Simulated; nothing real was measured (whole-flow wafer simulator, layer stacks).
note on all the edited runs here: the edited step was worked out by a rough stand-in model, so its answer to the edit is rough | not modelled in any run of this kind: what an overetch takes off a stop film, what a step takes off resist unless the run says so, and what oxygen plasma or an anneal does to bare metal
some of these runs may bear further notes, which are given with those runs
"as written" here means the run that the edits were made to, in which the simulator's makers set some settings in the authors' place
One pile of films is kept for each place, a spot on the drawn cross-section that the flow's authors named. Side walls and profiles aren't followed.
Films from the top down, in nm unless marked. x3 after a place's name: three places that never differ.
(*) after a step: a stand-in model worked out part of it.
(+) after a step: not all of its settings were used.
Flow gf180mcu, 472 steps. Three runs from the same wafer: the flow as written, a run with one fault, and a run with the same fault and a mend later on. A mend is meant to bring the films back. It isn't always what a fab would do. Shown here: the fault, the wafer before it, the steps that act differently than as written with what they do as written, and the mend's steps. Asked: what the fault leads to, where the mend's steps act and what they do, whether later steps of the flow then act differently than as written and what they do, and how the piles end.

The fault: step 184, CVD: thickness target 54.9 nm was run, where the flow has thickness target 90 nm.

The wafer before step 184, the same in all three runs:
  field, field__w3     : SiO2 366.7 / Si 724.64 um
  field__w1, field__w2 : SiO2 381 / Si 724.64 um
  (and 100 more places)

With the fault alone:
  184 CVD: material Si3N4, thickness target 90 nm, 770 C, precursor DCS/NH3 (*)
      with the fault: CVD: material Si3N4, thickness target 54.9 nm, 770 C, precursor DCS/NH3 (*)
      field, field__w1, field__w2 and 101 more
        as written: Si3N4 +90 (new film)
        with the fault: Si3N4 +54.9 (new film)
  Later steps of the flow that act differently than as written (4 more steps differ only slightly, by at most 2% or 0.5 nm, whichever is larger, and aren't shown):
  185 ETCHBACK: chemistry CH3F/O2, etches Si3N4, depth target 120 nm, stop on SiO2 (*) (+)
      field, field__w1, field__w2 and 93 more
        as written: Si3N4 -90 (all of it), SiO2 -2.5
        with the fault: Si3N4 -54.9 (all of it), SiO2 -5.43
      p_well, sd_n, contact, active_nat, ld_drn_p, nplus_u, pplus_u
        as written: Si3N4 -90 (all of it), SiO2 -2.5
        with the fault: Si3N4 -54.9 (all of it), SiO2 -5.42
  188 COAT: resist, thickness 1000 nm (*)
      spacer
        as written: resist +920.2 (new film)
        with the fault: resist +952.1 (new film)
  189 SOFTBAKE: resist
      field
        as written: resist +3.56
        with the fault: resist -0.34
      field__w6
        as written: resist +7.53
        with the fault: resist +6.87
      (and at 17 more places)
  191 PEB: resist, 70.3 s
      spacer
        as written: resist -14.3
        with the fault: resist -15.1
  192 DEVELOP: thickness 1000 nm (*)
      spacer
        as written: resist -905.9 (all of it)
        with the fault: resist -937 (all of it)
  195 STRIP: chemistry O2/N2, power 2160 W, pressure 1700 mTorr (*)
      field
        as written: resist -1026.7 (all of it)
        with the fault: resist -1005.6 (all of it)
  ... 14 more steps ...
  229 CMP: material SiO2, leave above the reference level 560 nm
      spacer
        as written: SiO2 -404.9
        with the fault: SiO2 -369.8
  At the end the piles differ from the flow's by more than 2% or 0.5 nm, whichever is larger, at spacer, active_nat, ld_sd_n, ld_drn_n, ld_sd_p, ld_drn_p.
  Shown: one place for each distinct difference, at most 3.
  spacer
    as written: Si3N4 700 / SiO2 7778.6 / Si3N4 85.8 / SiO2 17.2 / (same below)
    with the fault: Si3N4 700 / SiO2 7813.7 / Si3N4 50.7 / SiO2 17.2 / (same below)
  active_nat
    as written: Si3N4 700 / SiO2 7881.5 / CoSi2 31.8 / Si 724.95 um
    with the fault: Si3N4 700 / SiO2 7881.6 / CoSi2 32.5 / Si 724.95 um
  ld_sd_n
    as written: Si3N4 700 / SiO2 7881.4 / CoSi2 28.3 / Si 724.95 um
    with the fault: Si3N4 700 / SiO2 7881.5 / CoSi2 29.9 / Si 724.95 um

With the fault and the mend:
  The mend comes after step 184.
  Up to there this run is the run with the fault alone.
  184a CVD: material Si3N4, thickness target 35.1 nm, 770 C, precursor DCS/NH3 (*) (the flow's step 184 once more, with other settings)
      field, field__w1, field__w2 and 101 more
        Si3N4 +35.1
  No later step of the flow acts differently than as written, at any place that is followed, by more than 2% or 0.5 nm, whichever is larger.
  At the end the piles are the same as the flow's at every place that both follow.
